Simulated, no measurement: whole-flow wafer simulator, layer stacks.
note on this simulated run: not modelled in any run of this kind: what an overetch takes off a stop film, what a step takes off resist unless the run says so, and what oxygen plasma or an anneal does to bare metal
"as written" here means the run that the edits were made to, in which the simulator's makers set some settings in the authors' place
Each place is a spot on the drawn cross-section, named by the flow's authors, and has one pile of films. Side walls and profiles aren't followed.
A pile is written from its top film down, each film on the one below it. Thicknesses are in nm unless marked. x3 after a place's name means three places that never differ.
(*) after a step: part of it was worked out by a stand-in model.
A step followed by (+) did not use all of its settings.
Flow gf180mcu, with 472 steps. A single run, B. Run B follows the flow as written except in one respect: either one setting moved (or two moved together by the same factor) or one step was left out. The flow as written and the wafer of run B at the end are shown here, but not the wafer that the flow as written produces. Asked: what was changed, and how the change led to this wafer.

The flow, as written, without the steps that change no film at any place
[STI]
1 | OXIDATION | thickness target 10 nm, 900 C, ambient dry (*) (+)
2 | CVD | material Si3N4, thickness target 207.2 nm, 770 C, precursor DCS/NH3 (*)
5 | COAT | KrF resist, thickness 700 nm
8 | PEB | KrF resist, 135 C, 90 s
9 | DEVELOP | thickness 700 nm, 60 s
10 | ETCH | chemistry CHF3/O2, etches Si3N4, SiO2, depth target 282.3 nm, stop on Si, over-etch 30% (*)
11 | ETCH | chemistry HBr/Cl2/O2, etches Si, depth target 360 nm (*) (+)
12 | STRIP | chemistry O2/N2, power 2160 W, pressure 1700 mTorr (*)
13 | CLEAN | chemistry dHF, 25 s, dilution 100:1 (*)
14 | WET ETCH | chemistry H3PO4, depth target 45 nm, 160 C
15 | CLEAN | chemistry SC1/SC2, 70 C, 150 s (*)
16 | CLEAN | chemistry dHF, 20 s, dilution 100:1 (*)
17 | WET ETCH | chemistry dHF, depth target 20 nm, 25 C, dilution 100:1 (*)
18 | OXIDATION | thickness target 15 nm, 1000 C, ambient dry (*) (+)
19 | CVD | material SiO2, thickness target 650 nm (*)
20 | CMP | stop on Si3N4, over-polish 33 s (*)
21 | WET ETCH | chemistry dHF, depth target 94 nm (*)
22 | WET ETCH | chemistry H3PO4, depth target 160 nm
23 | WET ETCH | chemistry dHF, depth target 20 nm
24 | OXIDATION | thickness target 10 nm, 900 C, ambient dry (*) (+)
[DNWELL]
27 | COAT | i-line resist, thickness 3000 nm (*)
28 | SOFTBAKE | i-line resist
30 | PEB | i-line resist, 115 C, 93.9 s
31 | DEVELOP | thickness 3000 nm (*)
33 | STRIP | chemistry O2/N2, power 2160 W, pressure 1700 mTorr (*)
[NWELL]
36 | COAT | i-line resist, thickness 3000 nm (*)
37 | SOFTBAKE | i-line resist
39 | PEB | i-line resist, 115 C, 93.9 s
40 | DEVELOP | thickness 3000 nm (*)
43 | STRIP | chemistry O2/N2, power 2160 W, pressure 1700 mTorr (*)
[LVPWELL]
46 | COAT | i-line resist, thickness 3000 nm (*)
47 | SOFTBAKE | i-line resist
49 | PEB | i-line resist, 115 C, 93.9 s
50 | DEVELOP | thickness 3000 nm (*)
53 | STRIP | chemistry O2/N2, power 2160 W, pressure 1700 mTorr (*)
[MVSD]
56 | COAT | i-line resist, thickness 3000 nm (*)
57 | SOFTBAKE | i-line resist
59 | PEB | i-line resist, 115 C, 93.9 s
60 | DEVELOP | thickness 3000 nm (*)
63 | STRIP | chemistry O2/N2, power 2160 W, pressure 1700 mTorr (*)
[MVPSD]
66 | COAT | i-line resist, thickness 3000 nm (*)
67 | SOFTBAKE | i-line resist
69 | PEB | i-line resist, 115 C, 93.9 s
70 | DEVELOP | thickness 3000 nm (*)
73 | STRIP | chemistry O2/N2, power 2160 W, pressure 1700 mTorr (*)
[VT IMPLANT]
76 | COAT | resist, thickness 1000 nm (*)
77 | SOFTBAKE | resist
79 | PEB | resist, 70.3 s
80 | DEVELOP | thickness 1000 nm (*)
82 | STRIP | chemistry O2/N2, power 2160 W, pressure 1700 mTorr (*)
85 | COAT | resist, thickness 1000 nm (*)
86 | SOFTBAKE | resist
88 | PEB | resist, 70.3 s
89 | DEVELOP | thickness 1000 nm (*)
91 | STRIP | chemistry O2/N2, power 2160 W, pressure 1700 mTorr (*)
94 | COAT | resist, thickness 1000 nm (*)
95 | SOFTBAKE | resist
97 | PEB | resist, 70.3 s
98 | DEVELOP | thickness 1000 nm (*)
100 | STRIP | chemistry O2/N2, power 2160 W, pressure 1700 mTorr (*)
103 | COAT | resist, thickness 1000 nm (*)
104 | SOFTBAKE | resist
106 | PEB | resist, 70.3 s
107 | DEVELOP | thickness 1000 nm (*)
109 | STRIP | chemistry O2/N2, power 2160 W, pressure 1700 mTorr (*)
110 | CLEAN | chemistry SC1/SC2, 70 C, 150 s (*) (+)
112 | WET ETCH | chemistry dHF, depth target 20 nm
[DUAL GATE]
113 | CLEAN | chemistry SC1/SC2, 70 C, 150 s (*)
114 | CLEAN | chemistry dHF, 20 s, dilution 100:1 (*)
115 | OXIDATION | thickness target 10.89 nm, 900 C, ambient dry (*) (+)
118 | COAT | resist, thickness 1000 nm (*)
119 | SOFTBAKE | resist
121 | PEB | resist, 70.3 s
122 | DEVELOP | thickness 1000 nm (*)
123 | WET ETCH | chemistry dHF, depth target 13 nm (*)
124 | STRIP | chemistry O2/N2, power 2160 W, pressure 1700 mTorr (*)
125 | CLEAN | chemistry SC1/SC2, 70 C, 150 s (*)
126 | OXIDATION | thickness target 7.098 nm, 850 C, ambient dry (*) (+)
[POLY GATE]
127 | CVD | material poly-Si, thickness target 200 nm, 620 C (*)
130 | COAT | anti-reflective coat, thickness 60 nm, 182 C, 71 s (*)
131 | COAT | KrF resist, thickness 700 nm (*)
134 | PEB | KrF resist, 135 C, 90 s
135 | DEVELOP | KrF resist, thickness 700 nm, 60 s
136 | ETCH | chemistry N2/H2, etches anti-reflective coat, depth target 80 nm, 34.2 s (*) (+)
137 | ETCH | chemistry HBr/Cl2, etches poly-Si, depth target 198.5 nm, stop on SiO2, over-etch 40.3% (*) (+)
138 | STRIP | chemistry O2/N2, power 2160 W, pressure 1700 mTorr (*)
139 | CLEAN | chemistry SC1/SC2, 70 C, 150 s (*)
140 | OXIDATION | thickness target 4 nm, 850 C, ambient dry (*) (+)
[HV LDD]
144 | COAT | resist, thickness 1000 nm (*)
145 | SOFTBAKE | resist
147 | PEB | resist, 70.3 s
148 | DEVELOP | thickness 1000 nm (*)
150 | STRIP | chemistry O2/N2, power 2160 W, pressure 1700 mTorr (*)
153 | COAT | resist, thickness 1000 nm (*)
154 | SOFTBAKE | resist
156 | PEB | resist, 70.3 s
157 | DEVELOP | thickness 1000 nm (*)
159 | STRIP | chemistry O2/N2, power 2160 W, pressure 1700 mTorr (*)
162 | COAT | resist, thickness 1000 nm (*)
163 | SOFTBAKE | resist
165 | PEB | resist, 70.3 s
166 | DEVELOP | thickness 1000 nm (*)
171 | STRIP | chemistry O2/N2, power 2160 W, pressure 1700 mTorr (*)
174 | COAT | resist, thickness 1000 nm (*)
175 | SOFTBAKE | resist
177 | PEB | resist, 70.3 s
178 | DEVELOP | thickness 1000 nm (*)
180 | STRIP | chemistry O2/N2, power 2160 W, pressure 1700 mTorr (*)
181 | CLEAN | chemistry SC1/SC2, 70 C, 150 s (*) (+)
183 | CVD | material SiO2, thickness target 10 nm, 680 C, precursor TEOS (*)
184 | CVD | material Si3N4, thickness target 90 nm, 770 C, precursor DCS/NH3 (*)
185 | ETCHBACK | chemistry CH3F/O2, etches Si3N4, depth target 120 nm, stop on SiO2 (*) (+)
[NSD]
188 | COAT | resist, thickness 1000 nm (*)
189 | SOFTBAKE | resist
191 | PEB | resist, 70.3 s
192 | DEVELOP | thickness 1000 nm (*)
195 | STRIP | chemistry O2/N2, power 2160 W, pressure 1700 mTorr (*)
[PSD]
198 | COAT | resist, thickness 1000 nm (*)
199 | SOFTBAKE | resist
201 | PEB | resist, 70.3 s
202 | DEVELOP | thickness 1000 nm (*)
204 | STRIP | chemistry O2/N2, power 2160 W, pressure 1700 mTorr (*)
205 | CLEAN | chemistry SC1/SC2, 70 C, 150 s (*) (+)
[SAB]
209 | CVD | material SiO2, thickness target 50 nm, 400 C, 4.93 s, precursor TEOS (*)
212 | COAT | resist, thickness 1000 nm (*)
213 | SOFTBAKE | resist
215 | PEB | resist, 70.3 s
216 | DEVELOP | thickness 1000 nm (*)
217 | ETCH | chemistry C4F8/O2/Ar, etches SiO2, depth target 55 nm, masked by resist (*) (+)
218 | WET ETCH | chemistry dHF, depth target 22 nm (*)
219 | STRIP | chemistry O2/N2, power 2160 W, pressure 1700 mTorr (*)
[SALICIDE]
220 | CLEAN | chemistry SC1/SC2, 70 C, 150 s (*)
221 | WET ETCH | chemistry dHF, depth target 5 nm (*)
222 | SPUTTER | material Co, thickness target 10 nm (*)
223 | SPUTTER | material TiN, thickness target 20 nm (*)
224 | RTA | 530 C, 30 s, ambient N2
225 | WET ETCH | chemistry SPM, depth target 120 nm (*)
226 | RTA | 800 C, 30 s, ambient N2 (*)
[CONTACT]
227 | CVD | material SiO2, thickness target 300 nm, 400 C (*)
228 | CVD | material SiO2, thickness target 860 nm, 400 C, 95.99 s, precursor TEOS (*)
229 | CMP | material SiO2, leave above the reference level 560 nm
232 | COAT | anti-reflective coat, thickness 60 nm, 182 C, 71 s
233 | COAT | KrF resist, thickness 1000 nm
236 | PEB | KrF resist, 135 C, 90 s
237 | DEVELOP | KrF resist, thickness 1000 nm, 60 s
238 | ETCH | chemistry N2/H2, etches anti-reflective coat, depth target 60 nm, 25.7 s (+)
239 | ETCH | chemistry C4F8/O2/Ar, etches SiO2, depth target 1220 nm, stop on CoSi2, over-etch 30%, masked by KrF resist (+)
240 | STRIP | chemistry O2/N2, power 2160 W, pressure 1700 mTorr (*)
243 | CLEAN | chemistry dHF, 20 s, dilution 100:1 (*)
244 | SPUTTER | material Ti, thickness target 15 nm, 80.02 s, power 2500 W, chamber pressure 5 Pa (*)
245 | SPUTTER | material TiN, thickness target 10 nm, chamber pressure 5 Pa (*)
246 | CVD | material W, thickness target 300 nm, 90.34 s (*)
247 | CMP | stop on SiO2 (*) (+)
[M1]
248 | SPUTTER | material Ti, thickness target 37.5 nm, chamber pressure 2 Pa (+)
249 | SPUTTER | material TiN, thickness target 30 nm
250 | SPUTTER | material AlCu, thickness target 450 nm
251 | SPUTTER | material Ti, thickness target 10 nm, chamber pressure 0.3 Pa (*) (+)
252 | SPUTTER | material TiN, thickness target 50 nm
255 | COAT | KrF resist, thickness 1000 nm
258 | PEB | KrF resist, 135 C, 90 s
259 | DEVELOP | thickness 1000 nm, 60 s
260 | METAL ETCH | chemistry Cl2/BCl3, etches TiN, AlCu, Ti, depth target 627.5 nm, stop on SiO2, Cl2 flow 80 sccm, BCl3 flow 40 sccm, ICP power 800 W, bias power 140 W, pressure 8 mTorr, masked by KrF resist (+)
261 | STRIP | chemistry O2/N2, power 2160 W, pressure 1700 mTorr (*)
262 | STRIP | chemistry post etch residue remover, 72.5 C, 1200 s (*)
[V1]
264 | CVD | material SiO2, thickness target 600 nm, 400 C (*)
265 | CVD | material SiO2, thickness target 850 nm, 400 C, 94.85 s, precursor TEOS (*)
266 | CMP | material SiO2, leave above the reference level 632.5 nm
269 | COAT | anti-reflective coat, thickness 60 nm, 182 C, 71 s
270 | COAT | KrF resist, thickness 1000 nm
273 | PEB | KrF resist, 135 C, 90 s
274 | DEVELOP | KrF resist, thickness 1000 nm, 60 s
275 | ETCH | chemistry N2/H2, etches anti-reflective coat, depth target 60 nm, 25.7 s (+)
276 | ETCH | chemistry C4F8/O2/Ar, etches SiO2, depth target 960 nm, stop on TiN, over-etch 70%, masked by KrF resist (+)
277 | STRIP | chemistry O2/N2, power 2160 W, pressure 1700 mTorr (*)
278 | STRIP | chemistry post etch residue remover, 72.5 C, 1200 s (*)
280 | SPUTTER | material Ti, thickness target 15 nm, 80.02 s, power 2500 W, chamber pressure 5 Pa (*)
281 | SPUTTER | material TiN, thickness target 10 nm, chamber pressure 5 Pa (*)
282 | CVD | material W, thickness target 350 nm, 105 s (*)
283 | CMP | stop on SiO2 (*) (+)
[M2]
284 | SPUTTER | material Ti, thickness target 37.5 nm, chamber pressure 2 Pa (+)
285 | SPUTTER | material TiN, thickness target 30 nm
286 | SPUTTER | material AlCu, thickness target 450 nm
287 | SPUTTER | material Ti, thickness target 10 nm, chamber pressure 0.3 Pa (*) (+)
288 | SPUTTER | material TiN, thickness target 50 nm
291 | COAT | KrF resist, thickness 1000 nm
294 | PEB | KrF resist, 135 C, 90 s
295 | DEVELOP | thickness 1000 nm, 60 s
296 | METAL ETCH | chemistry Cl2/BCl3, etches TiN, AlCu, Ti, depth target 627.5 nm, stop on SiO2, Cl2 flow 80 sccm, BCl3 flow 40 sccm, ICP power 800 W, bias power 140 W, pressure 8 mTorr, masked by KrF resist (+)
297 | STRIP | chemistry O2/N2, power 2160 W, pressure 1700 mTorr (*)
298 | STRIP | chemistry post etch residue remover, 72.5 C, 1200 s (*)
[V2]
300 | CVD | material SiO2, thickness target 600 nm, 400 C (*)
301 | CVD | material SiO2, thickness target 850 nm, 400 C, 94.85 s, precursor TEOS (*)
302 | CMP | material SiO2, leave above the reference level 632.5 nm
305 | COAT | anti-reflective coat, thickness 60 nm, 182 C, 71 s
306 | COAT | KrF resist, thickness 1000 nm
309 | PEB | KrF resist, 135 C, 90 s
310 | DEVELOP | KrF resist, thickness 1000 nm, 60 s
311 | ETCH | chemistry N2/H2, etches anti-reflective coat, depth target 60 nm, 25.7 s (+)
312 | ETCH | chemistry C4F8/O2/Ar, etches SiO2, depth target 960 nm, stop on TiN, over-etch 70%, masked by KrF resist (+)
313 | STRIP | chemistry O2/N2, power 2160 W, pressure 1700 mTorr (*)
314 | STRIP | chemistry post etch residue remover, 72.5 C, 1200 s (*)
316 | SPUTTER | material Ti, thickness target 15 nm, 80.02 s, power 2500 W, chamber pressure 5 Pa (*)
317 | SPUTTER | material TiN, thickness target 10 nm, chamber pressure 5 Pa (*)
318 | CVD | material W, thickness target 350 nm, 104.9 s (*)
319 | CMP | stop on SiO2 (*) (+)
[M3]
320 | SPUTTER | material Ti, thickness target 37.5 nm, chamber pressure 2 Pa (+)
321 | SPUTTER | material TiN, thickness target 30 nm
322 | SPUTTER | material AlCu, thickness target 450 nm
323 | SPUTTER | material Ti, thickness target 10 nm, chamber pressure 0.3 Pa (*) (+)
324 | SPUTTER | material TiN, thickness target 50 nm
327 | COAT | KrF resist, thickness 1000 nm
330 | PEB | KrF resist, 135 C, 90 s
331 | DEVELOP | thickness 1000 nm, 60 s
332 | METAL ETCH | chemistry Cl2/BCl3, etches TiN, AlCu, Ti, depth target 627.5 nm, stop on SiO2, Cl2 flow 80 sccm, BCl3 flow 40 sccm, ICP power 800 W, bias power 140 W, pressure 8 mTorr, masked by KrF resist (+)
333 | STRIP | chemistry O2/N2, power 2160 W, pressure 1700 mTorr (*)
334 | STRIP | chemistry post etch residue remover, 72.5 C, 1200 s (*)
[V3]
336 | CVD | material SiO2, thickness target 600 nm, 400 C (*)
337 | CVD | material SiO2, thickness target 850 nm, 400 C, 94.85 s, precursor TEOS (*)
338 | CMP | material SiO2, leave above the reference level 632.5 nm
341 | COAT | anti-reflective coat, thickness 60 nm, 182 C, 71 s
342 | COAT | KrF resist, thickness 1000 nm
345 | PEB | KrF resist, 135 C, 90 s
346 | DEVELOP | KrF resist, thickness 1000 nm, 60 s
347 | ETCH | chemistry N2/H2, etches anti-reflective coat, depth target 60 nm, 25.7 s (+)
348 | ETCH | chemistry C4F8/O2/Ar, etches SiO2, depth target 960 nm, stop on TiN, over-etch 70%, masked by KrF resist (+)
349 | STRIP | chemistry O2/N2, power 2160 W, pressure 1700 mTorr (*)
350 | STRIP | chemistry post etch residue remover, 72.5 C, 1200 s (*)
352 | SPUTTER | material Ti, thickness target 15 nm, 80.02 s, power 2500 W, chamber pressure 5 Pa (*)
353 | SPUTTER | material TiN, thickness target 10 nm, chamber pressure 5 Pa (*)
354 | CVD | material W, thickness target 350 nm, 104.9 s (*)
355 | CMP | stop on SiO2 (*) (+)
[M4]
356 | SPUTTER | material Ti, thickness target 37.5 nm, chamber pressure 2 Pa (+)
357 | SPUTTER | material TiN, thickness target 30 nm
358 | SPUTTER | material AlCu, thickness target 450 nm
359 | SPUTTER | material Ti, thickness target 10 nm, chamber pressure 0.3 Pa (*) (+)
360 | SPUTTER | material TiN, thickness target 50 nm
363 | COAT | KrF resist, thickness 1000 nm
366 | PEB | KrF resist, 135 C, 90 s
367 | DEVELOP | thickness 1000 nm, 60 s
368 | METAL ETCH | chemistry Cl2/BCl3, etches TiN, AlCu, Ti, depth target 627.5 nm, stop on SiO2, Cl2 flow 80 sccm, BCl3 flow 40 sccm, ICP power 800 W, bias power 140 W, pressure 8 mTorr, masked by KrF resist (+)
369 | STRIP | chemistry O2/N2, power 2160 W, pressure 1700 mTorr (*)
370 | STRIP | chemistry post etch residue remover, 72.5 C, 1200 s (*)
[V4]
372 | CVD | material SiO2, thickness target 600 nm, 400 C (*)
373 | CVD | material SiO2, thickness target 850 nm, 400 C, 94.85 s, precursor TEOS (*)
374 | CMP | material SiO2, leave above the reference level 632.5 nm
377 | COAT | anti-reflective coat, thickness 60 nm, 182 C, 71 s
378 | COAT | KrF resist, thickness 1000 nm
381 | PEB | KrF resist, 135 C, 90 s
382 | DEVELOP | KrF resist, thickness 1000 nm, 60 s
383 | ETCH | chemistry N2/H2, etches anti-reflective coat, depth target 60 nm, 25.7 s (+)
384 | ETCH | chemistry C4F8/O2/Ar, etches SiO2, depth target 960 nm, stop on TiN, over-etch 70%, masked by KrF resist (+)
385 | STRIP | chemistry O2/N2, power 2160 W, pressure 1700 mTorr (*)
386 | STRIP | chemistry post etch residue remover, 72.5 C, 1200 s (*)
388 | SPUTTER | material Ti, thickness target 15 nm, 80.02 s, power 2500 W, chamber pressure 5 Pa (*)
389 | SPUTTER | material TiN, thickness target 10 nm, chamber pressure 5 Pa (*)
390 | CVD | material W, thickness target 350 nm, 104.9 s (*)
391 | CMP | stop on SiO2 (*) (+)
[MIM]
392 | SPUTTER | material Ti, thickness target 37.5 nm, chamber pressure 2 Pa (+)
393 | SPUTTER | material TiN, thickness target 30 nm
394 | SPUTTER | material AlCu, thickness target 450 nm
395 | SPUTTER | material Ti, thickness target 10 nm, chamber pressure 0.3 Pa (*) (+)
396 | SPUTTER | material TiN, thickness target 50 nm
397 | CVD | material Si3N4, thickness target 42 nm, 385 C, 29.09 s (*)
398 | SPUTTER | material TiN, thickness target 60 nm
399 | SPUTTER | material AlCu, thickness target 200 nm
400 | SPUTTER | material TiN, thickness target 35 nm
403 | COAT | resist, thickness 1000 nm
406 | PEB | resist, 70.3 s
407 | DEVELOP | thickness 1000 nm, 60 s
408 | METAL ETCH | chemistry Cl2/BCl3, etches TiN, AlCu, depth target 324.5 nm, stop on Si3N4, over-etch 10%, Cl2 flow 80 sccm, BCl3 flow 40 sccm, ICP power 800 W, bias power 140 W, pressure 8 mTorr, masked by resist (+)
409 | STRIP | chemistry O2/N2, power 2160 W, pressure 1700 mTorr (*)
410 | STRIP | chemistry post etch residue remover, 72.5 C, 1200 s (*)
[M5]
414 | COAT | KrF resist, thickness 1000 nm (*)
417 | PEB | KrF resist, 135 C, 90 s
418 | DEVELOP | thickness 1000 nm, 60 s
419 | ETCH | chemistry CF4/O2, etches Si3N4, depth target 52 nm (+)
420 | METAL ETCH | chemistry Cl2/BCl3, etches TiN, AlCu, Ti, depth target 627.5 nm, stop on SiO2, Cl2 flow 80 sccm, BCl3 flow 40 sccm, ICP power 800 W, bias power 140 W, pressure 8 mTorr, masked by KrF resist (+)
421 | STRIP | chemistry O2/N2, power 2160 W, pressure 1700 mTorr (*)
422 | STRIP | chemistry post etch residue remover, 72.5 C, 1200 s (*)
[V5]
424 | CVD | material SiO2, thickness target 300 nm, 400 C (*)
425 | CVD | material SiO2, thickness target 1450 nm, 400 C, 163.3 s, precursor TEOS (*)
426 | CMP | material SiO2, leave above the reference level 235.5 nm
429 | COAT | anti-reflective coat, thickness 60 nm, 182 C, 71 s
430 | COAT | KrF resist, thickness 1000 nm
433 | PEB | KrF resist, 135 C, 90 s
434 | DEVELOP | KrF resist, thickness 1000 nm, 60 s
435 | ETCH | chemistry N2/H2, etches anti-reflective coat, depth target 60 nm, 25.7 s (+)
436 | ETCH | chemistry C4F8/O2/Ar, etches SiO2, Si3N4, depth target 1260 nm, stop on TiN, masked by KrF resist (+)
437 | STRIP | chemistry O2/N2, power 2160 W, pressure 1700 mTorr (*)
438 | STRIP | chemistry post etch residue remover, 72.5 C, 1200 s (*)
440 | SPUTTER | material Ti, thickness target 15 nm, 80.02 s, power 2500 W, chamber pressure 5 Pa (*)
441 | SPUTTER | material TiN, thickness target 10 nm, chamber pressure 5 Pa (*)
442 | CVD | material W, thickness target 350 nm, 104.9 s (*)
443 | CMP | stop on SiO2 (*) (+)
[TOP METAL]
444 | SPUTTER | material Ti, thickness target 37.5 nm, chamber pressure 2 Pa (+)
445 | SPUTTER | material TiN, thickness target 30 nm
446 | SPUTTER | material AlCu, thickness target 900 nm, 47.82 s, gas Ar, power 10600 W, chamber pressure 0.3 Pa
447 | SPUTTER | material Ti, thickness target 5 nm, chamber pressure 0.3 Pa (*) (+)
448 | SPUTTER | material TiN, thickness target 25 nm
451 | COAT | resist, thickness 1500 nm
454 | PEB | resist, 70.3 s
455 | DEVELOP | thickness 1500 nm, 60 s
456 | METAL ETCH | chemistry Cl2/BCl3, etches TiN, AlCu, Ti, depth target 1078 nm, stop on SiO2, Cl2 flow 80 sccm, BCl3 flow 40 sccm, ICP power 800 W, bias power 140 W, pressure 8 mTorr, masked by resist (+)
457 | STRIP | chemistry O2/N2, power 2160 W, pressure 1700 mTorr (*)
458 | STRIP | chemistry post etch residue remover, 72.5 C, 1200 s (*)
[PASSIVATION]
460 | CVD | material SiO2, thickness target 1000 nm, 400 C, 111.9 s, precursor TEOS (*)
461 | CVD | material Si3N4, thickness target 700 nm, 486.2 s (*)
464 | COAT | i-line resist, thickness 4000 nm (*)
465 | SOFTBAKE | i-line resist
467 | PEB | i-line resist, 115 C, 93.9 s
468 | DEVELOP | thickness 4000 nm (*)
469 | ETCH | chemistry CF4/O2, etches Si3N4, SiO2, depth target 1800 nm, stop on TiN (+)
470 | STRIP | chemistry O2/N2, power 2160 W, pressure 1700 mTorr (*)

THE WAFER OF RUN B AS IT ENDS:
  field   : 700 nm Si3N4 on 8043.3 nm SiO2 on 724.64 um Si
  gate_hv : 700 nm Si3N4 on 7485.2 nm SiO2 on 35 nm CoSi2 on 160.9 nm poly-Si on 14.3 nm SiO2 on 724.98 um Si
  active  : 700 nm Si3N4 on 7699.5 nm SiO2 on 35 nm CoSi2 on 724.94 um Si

The reason: step 322, SPUTTER: thickness target 266 nm was run, while the flow as written has thickness target 450 nm.

How this came from the change, step by step:
  322 | SPUTTER | material AlCu, thickness target 450 nm
      field, field__w1, field__w2 and 108 more: AlCu gains 266 (new film) (in the flow as written it would be: AlCu gains 450 (new film))
  332 | METAL ETCH | chemistry Cl2/BCl3, etches TiN, AlCu, Ti, depth target 627.5 nm, stop on SiO2, Cl2 flow 80 sccm, BCl3 flow 40 sccm, ICP power 800 W, bias power 140 W, pressure 8 mTorr, masked by KrF resist (+)
      field, field__w1, field__w2 and 103 more: TiN loses 50 (all of it), Ti loses 10 (all of it), AlCu loses 266 (all of it), TiN loses 30 (all of it), Ti loses 37.5 (all of it) (in the flow as written it would be: TiN loses 50 (all of it), Ti loses 10 (all of it), AlCu loses 450 (all of it), TiN loses 30 (all of it), Ti loses 37.5 (all of it))
      field__w8, contact, m1, m1__w1, m1_nw: KrF resist loses 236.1 (in the flow as written it would be: KrF resist loses 251)
  333 | STRIP | chemistry O2/N2, power 2160 W, pressure 1700 mTorr (*)
      field__w8, contact, m1, m1__w1, m1_nw: KrF resist loses 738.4 (all of it) (in the flow as written it would be: KrF resist loses 723.5 (all of it))
  338 | CMP | material SiO2, leave above the reference level 632.5 nm
      field, field__w1, field__w2 and 103 more: SiO2 loses 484 (in the flow as written it would be: SiO2 loses 300)
